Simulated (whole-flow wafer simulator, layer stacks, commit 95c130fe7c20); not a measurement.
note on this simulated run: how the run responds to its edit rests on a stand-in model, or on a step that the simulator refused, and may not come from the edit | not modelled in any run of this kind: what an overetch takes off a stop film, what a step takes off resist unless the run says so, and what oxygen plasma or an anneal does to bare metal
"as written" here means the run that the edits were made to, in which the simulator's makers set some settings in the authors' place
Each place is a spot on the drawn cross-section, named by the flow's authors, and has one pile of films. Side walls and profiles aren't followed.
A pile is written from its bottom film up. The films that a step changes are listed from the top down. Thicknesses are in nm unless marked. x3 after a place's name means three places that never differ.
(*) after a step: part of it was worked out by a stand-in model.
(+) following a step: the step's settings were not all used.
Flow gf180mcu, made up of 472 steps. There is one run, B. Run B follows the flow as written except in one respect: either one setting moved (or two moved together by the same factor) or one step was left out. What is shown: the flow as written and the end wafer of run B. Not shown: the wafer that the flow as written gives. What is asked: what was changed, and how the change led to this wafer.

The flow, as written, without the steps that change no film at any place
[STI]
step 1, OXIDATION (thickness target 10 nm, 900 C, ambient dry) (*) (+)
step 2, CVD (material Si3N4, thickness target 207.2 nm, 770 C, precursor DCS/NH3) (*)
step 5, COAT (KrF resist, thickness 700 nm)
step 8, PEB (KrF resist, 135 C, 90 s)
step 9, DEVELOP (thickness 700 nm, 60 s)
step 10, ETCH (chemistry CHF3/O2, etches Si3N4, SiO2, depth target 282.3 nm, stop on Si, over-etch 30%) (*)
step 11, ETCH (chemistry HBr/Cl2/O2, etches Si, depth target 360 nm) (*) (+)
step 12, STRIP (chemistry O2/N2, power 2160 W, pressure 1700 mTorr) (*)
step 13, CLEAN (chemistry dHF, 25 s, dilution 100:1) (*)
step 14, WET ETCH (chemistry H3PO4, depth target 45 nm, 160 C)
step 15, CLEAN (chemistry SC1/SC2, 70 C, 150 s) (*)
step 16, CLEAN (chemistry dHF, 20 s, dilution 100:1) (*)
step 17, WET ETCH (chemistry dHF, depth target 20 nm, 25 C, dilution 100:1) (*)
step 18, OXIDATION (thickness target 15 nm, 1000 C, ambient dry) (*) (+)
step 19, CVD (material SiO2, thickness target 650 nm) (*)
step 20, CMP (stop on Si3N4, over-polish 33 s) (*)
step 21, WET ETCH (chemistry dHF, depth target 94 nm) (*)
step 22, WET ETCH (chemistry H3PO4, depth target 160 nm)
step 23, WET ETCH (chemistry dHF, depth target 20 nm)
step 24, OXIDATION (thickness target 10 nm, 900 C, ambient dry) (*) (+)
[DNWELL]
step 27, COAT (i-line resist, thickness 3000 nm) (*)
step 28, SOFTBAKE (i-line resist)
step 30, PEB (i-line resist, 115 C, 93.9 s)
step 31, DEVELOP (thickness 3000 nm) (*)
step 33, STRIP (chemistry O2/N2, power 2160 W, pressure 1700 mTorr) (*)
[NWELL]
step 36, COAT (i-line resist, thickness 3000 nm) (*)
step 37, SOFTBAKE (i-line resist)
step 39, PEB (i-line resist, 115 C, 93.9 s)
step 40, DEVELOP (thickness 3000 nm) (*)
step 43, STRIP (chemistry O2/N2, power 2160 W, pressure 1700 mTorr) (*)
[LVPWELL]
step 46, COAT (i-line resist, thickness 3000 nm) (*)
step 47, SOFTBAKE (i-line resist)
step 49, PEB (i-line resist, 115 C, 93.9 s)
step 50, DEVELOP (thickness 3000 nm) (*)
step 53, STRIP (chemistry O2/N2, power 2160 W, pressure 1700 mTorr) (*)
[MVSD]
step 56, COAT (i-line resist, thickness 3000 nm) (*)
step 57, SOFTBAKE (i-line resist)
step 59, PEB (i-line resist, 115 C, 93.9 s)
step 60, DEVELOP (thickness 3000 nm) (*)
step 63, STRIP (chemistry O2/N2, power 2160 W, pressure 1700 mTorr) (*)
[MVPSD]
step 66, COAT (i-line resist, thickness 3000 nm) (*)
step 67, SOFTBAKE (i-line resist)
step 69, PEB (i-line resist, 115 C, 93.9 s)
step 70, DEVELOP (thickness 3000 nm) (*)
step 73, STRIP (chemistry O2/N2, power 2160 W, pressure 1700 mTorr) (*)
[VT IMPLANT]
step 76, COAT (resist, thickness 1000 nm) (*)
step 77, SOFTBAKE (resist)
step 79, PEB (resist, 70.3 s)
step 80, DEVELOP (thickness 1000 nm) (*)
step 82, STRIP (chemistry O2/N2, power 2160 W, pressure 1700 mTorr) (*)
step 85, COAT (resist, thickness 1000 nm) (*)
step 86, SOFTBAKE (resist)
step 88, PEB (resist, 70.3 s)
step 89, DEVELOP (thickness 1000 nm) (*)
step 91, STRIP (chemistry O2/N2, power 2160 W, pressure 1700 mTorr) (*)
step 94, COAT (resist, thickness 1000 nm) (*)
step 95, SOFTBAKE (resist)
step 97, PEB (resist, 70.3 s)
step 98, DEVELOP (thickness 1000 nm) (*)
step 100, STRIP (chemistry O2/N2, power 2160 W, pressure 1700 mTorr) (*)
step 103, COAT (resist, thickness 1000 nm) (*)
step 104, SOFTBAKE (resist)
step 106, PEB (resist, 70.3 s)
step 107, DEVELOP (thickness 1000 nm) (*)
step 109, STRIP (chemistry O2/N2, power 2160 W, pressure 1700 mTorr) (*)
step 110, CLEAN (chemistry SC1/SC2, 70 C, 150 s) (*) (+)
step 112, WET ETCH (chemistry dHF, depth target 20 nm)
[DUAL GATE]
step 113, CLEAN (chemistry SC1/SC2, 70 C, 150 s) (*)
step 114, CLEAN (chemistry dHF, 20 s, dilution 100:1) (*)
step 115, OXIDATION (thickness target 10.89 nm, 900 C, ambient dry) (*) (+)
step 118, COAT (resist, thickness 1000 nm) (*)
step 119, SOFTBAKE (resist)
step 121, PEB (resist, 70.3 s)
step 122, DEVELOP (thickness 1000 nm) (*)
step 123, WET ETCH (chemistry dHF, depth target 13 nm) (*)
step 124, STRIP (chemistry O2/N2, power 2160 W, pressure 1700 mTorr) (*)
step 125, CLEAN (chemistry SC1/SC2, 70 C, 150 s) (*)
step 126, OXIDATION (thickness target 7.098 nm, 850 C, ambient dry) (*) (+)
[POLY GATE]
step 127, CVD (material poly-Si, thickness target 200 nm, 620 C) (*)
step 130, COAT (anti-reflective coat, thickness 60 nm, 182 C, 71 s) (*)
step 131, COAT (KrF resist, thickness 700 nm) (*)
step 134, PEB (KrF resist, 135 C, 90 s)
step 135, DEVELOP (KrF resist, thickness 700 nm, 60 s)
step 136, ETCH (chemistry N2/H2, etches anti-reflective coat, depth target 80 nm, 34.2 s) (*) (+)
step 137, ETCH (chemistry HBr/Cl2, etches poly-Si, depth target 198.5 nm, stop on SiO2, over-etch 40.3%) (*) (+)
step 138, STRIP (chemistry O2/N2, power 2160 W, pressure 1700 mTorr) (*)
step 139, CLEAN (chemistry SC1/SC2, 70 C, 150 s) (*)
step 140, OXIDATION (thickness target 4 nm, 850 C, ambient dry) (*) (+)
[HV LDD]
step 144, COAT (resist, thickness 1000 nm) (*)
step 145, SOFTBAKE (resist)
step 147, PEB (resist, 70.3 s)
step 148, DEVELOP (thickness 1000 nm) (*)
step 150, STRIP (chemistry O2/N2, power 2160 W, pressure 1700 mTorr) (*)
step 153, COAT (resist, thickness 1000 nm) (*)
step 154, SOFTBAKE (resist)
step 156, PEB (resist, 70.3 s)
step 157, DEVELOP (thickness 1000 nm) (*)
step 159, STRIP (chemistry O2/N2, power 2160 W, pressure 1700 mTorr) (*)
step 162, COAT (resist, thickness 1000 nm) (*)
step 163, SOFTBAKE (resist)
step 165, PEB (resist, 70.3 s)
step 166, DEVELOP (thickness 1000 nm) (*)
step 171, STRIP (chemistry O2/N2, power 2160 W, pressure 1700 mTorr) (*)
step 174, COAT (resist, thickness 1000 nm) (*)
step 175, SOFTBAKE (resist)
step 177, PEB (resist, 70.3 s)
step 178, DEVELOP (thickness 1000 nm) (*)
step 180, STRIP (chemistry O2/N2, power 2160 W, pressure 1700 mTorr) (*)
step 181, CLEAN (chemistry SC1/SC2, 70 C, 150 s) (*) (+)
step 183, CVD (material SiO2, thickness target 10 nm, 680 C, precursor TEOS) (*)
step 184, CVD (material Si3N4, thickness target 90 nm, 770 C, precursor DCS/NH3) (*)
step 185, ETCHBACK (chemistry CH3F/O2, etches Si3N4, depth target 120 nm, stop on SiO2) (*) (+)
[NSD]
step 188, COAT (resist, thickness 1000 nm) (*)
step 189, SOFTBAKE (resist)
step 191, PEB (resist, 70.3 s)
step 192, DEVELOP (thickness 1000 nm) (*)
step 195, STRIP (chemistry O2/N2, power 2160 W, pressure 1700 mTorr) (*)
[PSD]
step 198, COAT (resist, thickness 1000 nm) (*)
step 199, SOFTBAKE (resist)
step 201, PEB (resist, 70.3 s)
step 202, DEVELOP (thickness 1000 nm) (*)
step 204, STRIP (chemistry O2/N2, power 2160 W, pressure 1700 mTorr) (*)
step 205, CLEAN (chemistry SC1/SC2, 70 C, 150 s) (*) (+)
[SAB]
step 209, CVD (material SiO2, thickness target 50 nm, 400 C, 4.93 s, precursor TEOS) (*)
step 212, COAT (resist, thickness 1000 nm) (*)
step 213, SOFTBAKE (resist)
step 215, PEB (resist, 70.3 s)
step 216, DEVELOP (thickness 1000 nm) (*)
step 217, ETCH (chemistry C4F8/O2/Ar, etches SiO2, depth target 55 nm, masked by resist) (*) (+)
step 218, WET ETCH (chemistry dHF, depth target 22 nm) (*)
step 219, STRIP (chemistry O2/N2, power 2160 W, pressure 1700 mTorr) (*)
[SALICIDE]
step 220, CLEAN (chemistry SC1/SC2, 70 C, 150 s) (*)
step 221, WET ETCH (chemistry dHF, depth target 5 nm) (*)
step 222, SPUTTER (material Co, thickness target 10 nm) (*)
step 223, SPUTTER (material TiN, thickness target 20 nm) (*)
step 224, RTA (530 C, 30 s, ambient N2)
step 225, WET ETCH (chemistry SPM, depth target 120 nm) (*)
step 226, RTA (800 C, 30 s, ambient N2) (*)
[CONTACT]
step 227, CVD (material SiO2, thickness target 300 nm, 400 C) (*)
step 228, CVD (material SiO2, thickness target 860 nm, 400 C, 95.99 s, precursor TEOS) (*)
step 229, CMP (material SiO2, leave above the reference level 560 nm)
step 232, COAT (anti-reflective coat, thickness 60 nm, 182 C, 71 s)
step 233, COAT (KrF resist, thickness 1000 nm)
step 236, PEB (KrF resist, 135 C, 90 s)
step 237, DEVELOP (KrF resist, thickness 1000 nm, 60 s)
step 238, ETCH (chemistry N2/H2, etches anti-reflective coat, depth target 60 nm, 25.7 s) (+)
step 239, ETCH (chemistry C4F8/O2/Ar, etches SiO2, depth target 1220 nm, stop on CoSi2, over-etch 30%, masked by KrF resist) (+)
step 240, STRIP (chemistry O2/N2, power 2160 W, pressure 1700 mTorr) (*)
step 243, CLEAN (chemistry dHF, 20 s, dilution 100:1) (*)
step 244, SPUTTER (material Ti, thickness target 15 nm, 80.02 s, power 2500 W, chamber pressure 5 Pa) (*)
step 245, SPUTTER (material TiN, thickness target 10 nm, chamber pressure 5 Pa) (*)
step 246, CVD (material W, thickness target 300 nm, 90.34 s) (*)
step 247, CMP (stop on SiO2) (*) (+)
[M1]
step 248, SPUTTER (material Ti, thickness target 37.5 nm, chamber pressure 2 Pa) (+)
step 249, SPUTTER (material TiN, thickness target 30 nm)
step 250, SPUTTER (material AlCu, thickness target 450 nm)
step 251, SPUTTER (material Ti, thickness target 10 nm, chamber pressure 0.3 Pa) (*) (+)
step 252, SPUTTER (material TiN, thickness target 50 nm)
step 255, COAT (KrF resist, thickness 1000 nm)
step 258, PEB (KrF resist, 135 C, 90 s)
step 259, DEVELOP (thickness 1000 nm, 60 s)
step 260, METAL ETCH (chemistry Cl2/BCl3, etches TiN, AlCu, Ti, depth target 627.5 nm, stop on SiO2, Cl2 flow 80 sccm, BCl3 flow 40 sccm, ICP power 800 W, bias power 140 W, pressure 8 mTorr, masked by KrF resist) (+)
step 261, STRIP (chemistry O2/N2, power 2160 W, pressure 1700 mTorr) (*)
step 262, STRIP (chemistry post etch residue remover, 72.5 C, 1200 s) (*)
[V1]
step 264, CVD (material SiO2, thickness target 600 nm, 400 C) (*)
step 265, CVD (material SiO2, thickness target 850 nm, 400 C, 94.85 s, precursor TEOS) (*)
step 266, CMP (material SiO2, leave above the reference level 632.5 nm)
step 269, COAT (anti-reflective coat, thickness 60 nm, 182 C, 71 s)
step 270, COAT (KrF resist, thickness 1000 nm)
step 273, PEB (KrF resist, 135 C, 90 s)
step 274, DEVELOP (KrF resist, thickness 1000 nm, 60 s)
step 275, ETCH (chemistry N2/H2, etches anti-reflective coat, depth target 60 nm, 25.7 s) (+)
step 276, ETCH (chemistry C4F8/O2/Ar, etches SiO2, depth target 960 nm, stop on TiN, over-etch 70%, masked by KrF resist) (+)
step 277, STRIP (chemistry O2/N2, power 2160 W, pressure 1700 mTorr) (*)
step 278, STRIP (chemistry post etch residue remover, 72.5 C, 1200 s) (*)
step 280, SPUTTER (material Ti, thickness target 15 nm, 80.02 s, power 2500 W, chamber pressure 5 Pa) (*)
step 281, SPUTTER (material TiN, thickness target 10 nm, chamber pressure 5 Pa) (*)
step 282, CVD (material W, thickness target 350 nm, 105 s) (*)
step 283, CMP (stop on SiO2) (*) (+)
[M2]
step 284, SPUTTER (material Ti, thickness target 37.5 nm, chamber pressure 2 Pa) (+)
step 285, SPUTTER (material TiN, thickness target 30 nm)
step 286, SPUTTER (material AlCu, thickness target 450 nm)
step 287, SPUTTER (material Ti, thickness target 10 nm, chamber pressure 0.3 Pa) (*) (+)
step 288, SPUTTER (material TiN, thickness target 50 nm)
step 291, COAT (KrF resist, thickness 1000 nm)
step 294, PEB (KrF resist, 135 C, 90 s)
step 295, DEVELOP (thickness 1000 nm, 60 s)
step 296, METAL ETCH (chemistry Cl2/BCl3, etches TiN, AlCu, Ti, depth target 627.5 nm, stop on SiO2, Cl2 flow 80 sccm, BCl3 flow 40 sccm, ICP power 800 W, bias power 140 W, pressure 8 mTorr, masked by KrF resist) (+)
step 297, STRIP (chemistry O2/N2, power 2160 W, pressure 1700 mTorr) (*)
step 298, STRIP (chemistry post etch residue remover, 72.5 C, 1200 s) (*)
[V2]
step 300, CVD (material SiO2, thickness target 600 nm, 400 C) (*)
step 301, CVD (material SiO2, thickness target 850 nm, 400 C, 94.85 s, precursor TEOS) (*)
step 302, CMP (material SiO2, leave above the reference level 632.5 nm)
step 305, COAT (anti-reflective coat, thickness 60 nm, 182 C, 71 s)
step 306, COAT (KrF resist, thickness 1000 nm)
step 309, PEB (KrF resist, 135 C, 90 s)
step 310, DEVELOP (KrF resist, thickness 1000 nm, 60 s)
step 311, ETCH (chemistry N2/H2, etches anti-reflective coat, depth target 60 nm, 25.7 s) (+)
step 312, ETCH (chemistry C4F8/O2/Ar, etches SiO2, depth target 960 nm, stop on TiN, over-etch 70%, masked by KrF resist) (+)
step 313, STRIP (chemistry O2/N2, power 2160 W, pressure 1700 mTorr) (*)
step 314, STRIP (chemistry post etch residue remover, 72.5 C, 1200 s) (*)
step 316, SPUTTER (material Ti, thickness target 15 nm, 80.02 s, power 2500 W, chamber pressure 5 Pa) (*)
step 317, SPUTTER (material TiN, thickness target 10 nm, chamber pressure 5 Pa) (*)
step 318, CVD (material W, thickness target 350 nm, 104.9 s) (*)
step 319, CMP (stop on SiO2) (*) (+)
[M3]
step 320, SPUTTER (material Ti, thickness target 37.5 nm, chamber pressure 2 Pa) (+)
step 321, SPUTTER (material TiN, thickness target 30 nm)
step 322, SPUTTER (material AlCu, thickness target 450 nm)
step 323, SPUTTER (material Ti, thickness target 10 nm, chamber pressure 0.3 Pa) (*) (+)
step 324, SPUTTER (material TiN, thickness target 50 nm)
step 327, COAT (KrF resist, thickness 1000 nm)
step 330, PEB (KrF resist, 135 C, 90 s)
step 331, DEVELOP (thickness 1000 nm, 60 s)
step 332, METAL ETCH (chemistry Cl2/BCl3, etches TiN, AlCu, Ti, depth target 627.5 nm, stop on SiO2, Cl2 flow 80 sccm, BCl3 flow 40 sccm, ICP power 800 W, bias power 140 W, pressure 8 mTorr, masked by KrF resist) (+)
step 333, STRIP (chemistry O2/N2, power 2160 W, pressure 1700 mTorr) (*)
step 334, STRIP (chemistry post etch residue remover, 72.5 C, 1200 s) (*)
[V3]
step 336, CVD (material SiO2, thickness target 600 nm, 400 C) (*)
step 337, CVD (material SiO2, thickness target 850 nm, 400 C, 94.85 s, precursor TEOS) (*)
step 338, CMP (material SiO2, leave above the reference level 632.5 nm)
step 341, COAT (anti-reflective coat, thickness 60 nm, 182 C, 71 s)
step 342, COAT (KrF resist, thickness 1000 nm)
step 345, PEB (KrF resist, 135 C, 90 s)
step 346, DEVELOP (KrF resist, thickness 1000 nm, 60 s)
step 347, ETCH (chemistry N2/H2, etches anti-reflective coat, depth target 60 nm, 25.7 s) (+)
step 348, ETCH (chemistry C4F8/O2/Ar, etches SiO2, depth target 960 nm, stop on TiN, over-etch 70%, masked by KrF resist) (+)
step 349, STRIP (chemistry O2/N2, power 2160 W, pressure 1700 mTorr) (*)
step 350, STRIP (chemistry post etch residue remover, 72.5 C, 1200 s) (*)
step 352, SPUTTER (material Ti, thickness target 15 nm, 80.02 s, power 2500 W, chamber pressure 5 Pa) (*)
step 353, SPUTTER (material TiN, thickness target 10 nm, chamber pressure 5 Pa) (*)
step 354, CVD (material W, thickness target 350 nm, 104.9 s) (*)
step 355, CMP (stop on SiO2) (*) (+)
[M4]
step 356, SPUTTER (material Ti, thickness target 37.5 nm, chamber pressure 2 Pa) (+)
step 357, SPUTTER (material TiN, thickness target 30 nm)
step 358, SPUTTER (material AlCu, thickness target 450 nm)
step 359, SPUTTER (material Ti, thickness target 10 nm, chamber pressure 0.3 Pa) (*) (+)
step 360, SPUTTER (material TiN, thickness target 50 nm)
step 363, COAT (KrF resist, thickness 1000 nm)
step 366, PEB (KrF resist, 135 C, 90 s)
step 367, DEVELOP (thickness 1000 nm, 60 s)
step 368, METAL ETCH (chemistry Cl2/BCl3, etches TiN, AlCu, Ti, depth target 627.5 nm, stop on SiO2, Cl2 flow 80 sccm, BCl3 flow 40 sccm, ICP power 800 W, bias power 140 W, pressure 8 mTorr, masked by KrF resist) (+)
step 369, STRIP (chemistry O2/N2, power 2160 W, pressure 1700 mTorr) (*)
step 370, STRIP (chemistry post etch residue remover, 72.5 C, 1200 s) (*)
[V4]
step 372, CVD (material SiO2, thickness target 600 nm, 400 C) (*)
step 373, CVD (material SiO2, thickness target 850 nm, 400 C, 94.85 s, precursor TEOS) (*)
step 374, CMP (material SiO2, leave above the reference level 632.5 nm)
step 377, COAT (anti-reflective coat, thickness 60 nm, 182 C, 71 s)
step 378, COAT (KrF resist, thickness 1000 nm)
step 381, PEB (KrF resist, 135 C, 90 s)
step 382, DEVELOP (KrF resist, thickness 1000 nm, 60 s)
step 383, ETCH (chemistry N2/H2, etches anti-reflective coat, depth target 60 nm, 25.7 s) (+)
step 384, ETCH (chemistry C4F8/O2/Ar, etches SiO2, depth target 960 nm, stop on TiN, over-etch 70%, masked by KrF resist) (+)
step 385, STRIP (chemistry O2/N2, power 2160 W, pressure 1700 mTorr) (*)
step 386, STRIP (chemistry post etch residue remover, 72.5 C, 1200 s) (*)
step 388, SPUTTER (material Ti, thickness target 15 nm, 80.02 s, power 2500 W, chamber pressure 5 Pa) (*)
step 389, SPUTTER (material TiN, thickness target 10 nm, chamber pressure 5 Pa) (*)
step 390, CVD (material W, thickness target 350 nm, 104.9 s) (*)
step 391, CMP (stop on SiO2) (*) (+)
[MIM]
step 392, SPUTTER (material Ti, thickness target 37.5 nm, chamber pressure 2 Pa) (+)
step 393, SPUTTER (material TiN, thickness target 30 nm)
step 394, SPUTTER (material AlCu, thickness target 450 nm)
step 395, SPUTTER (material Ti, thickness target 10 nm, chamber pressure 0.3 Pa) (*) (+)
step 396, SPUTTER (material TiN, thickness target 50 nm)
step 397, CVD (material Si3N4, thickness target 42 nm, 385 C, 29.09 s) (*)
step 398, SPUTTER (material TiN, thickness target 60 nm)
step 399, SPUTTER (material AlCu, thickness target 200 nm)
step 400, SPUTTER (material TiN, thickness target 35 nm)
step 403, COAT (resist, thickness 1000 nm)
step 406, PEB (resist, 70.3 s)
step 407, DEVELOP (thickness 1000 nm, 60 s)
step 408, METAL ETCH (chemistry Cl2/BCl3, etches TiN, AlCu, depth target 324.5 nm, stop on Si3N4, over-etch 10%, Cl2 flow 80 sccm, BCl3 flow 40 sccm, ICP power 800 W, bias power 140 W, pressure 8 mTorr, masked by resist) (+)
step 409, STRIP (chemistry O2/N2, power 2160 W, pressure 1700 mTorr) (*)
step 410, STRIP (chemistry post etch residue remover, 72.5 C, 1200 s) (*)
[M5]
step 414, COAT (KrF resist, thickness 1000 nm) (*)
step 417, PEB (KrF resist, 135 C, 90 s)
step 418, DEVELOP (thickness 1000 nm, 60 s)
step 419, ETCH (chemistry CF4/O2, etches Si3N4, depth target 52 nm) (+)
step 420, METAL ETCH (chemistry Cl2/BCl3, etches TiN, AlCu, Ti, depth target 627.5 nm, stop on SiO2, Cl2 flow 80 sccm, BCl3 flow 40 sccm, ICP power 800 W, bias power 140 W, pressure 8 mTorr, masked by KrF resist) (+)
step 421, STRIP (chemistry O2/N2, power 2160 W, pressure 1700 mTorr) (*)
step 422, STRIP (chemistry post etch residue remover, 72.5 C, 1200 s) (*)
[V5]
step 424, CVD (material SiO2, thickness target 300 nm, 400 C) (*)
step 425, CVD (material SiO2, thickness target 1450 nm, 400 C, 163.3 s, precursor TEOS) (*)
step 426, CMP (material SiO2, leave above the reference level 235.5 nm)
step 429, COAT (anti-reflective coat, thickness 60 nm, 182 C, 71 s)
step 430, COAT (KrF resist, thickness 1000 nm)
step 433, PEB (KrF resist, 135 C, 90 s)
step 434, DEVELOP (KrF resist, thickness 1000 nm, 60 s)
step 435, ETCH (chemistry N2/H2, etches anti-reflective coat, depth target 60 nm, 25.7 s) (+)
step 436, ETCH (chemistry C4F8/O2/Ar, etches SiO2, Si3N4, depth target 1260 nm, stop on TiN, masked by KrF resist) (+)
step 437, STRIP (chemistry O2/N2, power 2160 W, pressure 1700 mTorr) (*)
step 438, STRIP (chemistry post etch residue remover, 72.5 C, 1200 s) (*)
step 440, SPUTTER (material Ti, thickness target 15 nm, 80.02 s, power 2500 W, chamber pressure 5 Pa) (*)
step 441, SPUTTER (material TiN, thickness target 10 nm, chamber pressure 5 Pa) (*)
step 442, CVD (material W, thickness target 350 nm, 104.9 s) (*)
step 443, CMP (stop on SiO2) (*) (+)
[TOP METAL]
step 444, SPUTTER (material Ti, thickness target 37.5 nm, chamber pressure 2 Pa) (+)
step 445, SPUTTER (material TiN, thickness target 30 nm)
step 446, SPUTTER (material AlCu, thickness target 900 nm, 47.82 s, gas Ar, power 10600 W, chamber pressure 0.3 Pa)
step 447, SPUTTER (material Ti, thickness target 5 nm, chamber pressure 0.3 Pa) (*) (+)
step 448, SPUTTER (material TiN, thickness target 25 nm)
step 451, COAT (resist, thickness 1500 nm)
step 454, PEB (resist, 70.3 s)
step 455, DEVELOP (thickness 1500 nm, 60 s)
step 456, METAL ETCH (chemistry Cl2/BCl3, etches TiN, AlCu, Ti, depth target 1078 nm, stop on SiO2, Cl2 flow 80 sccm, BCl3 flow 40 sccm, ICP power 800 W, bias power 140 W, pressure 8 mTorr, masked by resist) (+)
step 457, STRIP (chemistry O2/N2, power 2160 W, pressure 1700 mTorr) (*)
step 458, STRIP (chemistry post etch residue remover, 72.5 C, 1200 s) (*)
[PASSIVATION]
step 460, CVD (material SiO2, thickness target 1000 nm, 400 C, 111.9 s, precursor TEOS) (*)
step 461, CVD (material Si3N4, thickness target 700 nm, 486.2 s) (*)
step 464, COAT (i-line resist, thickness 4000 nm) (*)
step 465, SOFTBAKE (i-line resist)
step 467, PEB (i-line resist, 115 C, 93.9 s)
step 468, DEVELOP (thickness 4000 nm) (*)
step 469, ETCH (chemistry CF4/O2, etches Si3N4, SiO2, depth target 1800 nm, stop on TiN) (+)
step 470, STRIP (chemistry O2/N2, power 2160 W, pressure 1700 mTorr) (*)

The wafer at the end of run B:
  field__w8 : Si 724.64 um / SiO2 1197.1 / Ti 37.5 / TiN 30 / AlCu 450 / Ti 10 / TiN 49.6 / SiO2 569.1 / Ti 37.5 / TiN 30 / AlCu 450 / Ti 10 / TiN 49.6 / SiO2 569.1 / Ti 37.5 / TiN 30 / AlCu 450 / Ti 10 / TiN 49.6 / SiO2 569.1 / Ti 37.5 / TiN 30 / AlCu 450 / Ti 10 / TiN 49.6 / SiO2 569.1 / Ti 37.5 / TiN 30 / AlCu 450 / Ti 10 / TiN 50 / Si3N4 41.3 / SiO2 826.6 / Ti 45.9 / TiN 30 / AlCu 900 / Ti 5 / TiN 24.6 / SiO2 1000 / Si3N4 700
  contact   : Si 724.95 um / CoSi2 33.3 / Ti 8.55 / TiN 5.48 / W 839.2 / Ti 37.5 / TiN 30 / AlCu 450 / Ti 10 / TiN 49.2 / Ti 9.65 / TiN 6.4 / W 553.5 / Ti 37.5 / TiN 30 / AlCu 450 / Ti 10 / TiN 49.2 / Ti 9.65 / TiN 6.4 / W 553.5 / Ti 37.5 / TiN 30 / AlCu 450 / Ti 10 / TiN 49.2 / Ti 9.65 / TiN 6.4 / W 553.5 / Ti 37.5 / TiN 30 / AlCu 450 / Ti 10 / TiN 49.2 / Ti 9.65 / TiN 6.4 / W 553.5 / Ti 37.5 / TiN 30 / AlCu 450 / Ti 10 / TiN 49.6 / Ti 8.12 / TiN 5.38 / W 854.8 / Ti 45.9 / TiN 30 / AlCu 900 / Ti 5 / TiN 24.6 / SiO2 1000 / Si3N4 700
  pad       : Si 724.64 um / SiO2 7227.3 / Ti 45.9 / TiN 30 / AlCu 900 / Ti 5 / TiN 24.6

Cause: step 444, SPUTTER: thickness target 45.9 nm was run, while the flow as written has thickness target 37.5 nm.
The wafer lets one read it off: field__w8 has Ti 45.9, and step 444 as written asks for 37.5 nm.

The path from the change to this, step by step:
  step 444, SPUTTER (material Ti, thickness target 37.5 nm, chamber pressure 2 Pa) (+)
      field, field__w1, field__w2 and 109 more: Ti gains 45.9 (new film) (it would be, as written: Ti gains 37.5 (new film))
  step 456, METAL ETCH (chemistry Cl2/BCl3, etches TiN, AlCu, Ti, depth target 1078 nm, stop on SiO2, Cl2 flow 80 sccm, BCl3 flow 40 sccm, ICP power 800 W, bias power 140 W, pressure 8 mTorr, masked by resist) (+)
      field, field__w1, field__w2 and 103 more: TiN loses 25 (all of it), Ti loses 5 (all of it), AlCu loses 900 (all of it), TiN loses 30 (all of it), Ti loses 45.9 (all of it) (it would be, as written: TiN loses 25 (all of it), Ti loses 5 (all of it), AlCu loses 900 (all of it), TiN loses 30 (all of it), Ti loses 37.5 (all of it))
  step 465, SOFTBAKE (i-line resist)
      gate: i-line resist loses 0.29 (it would be, as written: i-line resist gains 1.79)
      field__w11, field__w13: i-line resist gains 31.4 (it would be, as written: i-line resist gains 37.6)
      (as well as at 57 more places)
